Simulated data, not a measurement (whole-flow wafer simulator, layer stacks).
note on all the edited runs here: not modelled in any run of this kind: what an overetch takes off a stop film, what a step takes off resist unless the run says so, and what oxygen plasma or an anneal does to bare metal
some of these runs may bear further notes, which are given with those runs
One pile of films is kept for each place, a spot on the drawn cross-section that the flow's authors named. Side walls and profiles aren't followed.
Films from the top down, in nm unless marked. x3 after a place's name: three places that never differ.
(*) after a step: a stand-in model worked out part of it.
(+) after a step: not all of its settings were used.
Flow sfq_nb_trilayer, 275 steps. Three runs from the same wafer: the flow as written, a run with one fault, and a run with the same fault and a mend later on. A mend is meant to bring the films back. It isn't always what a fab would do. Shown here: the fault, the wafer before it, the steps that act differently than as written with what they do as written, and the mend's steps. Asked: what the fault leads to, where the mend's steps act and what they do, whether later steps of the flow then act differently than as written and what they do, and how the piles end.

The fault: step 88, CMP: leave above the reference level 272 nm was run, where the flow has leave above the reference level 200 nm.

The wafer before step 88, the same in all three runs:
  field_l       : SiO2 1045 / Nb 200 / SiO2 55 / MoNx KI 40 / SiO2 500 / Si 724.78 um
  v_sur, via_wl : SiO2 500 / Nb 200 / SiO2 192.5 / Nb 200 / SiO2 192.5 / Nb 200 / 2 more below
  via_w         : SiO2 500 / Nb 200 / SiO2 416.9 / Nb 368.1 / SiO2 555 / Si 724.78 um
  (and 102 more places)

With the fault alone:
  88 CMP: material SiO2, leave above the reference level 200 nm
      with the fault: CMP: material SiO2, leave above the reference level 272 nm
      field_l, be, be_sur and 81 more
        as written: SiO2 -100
        with the fault: SiO2 -28
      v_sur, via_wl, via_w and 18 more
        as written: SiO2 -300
        with the fault: SiO2 -228
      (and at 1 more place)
  Later steps of the flow that act differently than as written (4 more steps differ only slightly, by at most 2% or 0.5 nm, whichever is larger, and aren't shown):
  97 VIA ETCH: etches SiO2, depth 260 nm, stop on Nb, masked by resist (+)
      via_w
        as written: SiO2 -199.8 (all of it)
        with the fault: SiO2 -260
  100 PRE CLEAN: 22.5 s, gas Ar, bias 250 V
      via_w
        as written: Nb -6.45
        with the fault: SiO2 -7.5
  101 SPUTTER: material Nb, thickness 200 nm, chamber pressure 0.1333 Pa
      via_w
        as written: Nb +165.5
        with the fault: Nb +152.6 (new film)
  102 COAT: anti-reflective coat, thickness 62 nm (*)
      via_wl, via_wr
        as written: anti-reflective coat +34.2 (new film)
        with the fault: anti-reflective coat +23 (new film)
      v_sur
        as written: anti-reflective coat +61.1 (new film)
        with the fault: anti-reflective coat +55.7 (new film)
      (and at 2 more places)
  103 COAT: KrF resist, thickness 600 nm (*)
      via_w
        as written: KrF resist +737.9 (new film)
        with the fault: KrF resist +794 (new film)
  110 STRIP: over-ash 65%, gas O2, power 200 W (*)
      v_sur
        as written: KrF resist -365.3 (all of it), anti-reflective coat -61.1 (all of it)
        with the fault: KrF resist -362.3 (all of it), anti-reflective coat -55.7 (all of it)
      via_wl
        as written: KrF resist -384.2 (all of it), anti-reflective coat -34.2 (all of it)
        with the fault: KrF resist -383.9 (all of it), anti-reflective coat -23 (all of it)
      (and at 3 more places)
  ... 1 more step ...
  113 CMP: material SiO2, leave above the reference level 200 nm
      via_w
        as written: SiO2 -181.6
        with the fault: SiO2 -157.1
  At the end the piles differ from the flow's by more than 2% or 0.5 nm, whichever is larger, at field_l, v_sur, via_wl and 103 more.
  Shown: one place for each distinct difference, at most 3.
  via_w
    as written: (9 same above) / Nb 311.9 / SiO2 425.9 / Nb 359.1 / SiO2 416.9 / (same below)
    with the fault: (9 same above) / Nb 311.9 / SiO2 500.1 / Nb 152.6 / SiO2 4.34 / Nb 200 / SiO2 416.9 / (same below)
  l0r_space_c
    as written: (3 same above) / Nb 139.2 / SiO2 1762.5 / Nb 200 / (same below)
    with the fault: (3 same above) / Nb 139.2 / SiO2 1834.5 / Nb 200 / (same below)
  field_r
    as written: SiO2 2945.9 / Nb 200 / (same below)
    with the fault: SiO2 3017.9 / Nb 200 / (same below)

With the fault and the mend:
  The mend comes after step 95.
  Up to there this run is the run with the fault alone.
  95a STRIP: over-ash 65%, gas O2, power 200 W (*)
      field_l, v_sur, via_wl and 102 more
        KrF resist -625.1 (all of it), anti-reflective coat -62 (all of it)
      via_w
        anti-reflective coat -62 (all of it)
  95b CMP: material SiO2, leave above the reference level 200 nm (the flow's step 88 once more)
      field_l, v_sur, via_wl and 103 more
        SiO2 -72
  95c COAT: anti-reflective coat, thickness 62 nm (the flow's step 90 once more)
      field_l, v_sur, via_wl and 103 more
        anti-reflective coat +62 (new film)
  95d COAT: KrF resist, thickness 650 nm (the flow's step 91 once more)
      field_l, v_sur, via_wl and 103 more
        KrF resist +650 (new film)
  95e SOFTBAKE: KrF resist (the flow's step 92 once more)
      changes no film at any place that is followed
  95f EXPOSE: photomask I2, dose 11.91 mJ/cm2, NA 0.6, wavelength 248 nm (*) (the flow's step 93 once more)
      changes no film at any place that is followed
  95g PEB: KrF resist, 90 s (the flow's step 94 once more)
      field_l, v_sur, via_wl and 103 more
        KrF resist -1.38
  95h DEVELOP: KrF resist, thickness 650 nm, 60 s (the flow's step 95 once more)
      field_l, v_sur, via_wl and 102 more
        KrF resist -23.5
      via_w
        KrF resist -648.6 (all of it)
  No later step of the flow acts differently than as written at any place that is followed.
  At the end the piles are the same as the flow's at every place that both follow.
